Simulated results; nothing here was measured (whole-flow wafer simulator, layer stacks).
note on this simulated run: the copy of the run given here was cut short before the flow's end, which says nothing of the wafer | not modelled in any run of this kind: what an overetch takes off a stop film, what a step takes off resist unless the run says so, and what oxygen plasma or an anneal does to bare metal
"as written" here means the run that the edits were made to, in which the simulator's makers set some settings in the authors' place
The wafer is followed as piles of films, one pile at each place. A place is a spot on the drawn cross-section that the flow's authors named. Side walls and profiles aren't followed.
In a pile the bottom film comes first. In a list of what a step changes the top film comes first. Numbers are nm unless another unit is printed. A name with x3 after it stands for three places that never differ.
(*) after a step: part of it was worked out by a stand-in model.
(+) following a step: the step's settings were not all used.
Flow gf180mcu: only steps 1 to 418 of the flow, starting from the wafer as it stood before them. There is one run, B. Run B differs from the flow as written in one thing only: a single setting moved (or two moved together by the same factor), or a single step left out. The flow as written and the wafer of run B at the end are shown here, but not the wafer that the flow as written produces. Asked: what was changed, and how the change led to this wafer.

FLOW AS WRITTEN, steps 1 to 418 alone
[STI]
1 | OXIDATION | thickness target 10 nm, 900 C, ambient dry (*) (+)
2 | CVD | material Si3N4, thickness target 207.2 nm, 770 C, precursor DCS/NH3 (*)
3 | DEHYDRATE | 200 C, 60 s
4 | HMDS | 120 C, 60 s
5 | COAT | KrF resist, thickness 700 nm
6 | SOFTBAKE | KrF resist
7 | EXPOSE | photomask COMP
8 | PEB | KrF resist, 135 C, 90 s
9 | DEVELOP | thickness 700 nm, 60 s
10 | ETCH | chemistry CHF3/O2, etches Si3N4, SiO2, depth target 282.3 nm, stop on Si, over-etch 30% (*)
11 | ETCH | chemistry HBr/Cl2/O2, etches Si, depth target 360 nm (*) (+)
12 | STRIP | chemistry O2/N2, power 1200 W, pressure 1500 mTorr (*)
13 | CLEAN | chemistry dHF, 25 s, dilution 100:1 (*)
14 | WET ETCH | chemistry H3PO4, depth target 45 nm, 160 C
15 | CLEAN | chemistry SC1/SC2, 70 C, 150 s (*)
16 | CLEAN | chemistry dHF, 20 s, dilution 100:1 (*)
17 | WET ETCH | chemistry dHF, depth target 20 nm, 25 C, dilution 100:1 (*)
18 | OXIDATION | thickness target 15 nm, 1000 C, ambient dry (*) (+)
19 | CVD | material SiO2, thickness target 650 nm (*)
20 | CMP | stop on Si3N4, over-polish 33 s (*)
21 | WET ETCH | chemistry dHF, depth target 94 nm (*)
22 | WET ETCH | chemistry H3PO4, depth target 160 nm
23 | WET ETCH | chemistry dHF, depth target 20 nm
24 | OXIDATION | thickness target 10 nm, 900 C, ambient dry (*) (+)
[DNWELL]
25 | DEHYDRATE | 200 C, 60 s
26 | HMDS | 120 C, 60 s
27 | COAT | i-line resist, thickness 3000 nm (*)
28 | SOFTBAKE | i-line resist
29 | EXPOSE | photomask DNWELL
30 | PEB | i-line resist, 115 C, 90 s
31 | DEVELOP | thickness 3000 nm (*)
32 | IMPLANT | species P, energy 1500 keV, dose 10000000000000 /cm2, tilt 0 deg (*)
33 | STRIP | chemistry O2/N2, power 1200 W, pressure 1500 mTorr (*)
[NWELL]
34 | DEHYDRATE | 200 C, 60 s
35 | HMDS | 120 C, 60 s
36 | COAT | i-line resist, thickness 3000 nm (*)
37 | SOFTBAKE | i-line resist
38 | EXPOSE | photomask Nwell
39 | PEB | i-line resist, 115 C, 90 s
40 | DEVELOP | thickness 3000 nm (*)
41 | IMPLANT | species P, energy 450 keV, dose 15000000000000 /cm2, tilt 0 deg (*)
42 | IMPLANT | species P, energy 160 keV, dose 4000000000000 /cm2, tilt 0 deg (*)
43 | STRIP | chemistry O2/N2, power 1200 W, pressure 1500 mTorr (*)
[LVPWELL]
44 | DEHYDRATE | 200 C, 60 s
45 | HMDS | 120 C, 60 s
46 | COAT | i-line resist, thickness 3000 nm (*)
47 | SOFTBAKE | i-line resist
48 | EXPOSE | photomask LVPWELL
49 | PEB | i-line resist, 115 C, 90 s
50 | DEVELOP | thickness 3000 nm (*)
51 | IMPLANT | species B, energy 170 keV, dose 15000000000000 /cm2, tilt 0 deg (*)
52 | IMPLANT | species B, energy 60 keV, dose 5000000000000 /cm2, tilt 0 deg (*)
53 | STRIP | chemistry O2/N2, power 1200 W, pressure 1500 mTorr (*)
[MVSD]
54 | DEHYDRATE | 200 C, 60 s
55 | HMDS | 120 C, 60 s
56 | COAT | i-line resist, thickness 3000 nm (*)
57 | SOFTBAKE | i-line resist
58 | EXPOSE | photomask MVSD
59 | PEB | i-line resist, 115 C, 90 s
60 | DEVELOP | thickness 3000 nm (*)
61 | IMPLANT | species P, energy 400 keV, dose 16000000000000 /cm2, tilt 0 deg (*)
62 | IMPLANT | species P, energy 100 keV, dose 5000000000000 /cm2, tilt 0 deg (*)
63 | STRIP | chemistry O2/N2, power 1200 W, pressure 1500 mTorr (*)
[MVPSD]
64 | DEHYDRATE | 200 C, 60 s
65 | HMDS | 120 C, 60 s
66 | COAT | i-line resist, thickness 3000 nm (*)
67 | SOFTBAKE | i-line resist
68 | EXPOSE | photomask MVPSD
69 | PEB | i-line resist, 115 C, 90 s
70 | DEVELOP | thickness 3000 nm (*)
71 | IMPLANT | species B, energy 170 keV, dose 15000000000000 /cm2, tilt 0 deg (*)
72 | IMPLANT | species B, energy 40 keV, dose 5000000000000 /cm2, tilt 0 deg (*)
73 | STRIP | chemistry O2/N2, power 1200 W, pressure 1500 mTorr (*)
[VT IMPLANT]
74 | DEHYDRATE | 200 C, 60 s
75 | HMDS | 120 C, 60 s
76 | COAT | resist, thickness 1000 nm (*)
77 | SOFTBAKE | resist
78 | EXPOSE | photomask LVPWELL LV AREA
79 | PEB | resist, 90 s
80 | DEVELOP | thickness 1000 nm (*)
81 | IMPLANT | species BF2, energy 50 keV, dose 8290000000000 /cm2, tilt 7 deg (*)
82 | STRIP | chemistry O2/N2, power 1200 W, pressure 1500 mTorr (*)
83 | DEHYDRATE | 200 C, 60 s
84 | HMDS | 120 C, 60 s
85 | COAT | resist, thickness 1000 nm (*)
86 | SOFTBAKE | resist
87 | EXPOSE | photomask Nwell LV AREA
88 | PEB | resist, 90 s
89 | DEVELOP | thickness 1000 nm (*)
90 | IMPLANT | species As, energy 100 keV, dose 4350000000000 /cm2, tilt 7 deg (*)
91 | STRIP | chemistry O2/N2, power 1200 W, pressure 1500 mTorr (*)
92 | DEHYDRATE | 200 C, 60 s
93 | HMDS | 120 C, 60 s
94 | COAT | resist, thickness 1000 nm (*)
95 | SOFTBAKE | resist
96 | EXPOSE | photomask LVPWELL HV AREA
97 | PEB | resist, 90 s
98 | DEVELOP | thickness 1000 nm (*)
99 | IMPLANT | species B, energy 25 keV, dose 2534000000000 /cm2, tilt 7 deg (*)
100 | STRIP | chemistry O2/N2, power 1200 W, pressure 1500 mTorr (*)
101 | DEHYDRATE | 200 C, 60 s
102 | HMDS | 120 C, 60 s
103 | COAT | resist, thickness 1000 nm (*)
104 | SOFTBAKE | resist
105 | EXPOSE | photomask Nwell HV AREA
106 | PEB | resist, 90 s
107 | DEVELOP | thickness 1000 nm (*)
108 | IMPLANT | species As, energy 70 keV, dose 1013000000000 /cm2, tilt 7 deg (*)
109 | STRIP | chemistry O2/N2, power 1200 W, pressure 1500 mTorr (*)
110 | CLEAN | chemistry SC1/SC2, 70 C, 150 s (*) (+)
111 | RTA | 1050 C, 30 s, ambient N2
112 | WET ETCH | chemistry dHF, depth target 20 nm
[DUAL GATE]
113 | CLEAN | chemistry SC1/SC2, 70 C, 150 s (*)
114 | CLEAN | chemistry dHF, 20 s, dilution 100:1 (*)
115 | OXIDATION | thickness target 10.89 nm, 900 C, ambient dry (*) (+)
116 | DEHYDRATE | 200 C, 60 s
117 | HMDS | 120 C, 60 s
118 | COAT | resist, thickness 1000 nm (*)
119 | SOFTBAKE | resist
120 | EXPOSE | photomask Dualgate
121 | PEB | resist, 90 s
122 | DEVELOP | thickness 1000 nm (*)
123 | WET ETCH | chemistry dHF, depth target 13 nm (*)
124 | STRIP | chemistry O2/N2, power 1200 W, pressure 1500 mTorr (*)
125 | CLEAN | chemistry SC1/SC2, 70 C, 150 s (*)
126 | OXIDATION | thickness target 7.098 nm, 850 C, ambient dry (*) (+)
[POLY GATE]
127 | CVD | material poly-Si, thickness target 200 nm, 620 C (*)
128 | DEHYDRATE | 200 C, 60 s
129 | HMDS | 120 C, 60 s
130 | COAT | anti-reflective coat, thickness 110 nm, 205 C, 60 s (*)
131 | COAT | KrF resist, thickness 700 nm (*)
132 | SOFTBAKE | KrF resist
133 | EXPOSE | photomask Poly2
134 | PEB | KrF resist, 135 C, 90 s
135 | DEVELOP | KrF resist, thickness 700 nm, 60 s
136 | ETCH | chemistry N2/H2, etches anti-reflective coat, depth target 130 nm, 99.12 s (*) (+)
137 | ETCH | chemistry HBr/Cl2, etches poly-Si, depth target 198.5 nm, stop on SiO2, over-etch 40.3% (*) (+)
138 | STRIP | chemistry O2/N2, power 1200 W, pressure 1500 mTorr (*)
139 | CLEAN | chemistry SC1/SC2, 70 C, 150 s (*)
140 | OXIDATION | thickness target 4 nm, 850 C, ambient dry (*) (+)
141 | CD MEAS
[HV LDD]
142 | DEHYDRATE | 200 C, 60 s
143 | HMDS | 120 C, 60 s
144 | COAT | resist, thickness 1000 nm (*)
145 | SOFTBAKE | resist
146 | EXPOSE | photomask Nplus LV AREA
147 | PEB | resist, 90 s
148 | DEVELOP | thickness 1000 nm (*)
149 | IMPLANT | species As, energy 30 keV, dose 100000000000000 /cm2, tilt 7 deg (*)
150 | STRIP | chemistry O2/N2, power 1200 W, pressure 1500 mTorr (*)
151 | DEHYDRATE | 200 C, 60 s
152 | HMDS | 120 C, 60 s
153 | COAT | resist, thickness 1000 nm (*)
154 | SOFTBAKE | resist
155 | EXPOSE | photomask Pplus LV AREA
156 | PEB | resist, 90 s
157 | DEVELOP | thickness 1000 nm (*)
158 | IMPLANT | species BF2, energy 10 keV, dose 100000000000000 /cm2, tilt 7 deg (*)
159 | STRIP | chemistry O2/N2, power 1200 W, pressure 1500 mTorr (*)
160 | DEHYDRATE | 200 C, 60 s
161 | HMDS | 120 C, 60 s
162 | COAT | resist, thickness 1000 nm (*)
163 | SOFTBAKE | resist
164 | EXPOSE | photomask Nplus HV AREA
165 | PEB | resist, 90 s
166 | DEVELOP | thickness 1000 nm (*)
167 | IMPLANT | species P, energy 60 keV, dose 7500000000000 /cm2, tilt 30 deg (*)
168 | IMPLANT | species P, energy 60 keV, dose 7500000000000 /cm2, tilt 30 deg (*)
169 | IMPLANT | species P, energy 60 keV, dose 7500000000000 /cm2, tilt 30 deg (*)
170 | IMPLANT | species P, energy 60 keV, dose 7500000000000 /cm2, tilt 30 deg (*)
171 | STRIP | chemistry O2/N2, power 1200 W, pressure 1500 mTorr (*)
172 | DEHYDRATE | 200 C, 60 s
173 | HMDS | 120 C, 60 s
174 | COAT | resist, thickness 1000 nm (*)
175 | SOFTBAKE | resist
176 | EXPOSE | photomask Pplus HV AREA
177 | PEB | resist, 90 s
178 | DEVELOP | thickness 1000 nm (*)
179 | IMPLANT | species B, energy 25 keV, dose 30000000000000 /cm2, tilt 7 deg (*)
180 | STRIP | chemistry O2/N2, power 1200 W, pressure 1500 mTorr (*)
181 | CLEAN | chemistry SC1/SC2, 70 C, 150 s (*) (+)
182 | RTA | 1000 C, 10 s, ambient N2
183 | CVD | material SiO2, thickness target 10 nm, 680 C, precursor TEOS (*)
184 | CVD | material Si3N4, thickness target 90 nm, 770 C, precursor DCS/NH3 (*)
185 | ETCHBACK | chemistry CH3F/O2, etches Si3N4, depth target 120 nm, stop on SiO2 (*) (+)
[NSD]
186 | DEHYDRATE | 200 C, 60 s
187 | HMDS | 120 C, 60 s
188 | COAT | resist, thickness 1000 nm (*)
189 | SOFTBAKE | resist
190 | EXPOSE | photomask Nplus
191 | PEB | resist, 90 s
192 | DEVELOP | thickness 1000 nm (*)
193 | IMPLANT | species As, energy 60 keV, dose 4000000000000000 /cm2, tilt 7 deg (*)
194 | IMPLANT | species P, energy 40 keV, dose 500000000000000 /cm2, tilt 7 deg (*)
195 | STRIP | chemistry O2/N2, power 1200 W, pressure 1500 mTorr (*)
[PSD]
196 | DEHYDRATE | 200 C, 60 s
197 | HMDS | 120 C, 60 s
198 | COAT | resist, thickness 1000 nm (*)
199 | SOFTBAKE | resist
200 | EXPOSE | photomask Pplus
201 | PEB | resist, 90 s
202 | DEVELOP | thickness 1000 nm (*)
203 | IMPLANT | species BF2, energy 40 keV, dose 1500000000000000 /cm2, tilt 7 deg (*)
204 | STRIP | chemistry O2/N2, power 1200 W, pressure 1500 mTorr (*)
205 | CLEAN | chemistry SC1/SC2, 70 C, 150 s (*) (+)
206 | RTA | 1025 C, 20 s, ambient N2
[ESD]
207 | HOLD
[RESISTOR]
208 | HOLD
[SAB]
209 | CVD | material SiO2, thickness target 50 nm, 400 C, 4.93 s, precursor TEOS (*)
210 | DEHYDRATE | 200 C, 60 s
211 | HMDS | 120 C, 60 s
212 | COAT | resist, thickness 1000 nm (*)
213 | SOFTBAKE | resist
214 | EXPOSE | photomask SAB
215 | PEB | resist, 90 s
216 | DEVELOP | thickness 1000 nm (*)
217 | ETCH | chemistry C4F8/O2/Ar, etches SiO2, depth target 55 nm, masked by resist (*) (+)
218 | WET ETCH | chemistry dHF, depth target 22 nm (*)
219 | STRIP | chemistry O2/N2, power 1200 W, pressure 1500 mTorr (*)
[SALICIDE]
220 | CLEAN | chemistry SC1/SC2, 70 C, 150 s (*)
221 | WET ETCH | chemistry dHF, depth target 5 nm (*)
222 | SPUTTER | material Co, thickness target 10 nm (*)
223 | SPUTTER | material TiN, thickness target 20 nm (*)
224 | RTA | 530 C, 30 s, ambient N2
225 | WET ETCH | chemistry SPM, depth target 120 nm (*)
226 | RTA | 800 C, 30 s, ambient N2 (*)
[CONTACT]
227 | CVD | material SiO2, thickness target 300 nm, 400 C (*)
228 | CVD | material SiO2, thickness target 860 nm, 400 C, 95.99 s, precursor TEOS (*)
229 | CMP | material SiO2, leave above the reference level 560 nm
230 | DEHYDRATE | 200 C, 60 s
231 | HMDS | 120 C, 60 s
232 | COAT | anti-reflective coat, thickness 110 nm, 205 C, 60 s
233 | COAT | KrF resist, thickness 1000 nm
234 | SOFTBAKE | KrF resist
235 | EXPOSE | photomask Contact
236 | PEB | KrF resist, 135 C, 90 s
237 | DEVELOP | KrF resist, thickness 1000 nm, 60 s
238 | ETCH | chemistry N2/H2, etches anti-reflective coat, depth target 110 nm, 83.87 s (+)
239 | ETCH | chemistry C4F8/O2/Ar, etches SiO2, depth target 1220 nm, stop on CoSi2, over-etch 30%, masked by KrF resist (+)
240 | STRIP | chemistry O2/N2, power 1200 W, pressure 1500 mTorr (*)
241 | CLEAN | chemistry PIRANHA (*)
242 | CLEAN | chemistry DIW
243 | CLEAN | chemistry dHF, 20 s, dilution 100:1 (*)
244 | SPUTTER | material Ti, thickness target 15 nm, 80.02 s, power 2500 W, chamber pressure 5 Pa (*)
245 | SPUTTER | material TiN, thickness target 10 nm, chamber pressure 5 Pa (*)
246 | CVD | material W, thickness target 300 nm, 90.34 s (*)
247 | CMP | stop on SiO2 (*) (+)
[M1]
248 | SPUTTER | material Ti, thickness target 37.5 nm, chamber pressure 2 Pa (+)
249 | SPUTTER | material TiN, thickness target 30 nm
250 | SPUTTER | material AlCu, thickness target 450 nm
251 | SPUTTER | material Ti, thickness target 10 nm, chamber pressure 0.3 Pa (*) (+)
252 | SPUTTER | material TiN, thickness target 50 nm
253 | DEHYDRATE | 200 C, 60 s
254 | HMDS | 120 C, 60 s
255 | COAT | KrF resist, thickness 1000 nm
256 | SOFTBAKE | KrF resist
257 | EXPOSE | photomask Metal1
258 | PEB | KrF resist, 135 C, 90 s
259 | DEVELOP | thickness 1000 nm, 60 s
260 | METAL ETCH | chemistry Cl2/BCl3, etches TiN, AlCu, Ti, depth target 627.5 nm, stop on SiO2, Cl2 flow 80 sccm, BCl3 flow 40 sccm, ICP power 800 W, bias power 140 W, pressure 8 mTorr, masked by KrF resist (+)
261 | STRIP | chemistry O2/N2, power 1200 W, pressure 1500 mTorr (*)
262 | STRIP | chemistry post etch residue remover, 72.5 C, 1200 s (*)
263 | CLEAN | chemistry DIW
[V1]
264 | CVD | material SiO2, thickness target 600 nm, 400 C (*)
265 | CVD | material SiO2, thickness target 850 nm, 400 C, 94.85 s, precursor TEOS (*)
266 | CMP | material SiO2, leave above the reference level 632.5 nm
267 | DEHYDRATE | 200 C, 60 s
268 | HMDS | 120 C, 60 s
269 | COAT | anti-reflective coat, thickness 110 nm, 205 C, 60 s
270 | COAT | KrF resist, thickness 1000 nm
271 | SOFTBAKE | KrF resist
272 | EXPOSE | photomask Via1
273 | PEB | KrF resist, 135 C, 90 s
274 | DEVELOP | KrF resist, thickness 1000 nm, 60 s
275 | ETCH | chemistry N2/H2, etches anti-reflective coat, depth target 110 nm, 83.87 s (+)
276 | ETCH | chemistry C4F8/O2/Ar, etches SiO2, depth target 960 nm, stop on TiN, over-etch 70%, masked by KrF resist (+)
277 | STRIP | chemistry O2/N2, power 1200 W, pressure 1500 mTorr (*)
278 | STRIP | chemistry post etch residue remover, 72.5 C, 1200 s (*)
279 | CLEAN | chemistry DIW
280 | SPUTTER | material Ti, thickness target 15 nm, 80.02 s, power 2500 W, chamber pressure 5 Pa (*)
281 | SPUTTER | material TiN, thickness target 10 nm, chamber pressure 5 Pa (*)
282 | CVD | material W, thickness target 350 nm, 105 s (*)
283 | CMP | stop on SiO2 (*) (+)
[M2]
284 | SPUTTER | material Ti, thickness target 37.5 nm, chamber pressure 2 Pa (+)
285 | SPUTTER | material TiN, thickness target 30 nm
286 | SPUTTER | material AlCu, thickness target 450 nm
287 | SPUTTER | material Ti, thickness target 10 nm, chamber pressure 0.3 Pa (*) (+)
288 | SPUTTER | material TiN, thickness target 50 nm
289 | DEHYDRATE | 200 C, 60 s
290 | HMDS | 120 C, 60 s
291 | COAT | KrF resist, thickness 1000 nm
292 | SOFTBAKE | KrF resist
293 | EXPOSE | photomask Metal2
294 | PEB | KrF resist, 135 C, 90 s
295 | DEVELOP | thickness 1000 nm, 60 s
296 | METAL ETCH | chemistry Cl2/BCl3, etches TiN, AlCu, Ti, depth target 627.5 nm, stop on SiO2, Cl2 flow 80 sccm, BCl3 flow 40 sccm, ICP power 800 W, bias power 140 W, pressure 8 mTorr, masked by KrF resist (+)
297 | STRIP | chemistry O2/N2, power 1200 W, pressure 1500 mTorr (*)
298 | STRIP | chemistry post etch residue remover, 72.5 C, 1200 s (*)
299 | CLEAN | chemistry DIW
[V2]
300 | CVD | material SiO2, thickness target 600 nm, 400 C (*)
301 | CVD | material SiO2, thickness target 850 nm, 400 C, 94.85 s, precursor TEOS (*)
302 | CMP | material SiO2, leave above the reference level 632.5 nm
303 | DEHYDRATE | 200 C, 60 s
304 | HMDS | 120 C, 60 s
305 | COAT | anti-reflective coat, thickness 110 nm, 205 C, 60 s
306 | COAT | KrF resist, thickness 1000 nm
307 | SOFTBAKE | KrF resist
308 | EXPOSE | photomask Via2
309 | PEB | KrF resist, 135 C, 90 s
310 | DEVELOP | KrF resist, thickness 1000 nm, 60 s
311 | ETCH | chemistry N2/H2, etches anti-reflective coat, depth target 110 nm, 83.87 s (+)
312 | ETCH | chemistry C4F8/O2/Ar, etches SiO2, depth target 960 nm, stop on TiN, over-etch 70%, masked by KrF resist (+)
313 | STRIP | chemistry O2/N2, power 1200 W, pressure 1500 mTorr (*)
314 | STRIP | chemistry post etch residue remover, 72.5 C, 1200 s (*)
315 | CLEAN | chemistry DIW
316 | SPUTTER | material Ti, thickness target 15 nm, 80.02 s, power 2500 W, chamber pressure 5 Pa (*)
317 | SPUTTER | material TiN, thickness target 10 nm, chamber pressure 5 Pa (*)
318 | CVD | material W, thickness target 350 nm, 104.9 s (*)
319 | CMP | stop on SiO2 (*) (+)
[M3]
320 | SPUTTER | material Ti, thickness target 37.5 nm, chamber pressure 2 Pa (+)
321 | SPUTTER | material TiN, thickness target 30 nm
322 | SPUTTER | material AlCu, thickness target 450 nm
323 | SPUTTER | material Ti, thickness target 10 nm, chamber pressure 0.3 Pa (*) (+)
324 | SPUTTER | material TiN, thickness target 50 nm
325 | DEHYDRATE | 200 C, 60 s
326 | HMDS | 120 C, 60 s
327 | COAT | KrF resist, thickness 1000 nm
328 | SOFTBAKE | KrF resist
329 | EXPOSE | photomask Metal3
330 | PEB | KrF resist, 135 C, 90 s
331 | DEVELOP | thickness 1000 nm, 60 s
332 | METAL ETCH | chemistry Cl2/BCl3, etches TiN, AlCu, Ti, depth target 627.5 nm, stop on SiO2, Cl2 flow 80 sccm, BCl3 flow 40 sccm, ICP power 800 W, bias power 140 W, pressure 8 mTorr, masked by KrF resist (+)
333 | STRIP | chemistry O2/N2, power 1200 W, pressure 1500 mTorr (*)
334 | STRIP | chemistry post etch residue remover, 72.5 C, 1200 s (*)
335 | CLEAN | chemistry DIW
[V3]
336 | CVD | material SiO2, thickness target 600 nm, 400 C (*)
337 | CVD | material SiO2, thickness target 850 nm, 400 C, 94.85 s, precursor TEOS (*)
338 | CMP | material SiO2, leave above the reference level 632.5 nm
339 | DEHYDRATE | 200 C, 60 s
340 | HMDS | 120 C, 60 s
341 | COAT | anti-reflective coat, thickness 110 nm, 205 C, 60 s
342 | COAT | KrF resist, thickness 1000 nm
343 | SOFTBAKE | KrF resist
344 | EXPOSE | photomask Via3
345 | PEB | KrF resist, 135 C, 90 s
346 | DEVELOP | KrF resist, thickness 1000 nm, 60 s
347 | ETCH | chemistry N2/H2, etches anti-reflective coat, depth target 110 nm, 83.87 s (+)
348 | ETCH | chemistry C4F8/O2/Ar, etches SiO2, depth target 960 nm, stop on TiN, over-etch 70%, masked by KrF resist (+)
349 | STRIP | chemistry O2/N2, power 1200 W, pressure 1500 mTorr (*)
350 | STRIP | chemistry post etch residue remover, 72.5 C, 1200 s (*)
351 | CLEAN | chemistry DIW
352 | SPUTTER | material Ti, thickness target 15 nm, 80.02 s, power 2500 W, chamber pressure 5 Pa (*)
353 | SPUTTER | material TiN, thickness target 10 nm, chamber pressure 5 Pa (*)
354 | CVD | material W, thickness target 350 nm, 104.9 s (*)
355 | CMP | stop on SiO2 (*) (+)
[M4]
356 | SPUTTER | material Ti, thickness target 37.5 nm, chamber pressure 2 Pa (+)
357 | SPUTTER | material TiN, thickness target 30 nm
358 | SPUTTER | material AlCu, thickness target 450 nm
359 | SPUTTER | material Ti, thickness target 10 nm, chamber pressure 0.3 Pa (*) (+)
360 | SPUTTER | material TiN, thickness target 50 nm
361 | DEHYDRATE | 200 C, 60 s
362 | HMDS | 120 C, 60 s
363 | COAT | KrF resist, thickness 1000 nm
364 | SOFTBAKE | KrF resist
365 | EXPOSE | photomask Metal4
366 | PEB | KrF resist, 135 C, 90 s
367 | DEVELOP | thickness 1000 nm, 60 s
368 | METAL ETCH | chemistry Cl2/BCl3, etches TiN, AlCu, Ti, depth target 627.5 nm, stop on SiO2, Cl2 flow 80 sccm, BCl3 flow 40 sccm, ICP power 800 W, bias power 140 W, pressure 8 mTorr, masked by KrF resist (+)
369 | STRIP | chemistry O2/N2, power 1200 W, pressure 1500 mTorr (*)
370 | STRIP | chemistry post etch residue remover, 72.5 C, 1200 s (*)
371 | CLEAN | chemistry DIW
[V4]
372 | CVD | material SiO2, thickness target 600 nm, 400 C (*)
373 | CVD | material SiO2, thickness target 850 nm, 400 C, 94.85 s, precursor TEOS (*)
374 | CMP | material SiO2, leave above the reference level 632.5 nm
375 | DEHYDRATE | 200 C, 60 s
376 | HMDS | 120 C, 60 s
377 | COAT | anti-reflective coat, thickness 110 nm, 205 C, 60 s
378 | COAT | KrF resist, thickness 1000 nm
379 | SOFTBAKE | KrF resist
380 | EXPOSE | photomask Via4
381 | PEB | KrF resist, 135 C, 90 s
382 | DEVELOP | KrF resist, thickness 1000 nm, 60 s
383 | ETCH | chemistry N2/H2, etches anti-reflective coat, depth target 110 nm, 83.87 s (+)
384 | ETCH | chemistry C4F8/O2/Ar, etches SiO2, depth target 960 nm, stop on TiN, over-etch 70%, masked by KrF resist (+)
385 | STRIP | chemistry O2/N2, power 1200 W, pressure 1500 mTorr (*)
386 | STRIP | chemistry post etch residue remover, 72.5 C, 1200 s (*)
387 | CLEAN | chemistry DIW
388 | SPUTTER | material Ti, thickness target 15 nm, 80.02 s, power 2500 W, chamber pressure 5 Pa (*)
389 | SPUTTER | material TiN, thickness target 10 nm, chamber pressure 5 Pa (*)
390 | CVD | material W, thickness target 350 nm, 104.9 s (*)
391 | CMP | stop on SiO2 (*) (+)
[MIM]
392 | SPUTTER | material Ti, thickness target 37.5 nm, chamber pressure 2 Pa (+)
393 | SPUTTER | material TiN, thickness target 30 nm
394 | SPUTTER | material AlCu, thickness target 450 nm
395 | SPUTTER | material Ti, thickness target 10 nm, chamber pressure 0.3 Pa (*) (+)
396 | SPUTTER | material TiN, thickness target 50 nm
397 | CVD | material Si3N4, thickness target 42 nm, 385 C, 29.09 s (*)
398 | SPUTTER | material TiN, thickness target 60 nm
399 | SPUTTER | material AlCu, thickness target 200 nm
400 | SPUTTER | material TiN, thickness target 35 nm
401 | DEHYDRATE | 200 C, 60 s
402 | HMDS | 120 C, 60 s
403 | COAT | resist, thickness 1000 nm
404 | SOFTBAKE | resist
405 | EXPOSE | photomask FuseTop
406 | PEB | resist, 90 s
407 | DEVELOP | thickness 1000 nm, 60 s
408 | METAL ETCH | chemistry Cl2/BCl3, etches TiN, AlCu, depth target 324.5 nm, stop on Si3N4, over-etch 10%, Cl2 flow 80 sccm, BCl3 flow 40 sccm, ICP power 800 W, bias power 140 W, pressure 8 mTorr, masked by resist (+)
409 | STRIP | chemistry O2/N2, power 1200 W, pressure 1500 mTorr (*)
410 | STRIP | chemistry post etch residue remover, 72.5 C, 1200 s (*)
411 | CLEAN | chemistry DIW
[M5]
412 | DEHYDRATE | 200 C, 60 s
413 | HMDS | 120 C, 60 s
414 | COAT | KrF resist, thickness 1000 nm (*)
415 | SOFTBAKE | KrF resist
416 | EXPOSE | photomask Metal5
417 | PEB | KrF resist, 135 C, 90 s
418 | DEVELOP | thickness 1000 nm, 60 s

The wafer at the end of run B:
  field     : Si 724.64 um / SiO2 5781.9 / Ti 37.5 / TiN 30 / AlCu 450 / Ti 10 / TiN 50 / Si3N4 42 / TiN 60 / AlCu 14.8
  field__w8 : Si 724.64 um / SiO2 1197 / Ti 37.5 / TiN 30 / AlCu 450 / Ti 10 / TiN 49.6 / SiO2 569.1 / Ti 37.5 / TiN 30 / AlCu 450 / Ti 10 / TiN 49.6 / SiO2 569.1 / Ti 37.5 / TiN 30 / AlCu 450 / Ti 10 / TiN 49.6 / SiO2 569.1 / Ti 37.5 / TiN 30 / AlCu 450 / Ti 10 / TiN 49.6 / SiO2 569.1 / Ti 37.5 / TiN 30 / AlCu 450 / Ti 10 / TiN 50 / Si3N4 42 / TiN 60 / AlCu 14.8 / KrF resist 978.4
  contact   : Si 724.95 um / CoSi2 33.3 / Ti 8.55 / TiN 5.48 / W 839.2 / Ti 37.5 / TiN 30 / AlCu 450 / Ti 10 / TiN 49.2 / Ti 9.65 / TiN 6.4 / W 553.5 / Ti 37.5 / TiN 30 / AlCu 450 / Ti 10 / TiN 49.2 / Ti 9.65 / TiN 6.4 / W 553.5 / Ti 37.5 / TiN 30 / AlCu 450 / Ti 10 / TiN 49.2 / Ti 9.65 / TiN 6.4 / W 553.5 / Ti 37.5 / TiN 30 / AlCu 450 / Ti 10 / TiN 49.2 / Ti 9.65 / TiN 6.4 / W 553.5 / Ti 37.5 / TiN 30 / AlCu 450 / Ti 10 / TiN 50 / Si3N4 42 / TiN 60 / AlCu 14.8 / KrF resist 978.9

What caused this: step 399, SPUTTER: thickness target 310 nm was run, whereas the flow has thickness target 200 nm.

Step by step, how the change led to this:
  399 | SPUTTER | material AlCu, thickness target 200 nm
      field, field__w1, field__w2 and 108 more: AlCu gains 310 (new film) (as written it would have been: AlCu gains 200 (new film))
  408 | METAL ETCH | chemistry Cl2/BCl3, etches TiN, AlCu, depth target 324.5 nm, stop on Si3N4, over-etch 10%, Cl2 flow 80 sccm, BCl3 flow 40 sccm, ICP power 800 W, bias power 140 W, pressure 8 mTorr, masked by resist (+)
      field, field__w1, field__w2 and 107 more: TiN loses 35 (all of it), AlCu loses 289.5 (as written it would have been: TiN loses 35 (all of it), AlCu loses 200 (all of it), TiN loses 60 (all of it))
  410 | STRIP | chemistry post etch residue remover, 72.5 C, 1200 s (*)
      field, field__w1, field__w2 and 107 more: AlCu loses 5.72 (as written it would have been: Si3N4 loses 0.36)
  414 | COAT | KrF resist, thickness 1000 nm (*)
      mim: KrF resist gains 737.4 (new film) (as written it would have been: KrF resist gains 763.7 (new film))
If metal films that touch count as one body, field has 2 bodies (between them, from the top down: Si3N4 42); the flow as written gives 1 body.
If metal films that touch count as one body, field__w8 has 6 bodies (between them, from the top down: Si3N4 42; SiO2 569.1; SiO2 569.1; SiO2 569.1; SiO2 569.1); the flow as written gives 5 bodies (between them, from the top down: SiO2 569.1; SiO2 569.1; SiO2 569.1; SiO2 569.1).
If metal films that touch count as one body, contact has 2 bodies (between them, from the top down: Si3N4 42); the flow as written gives 1 body.
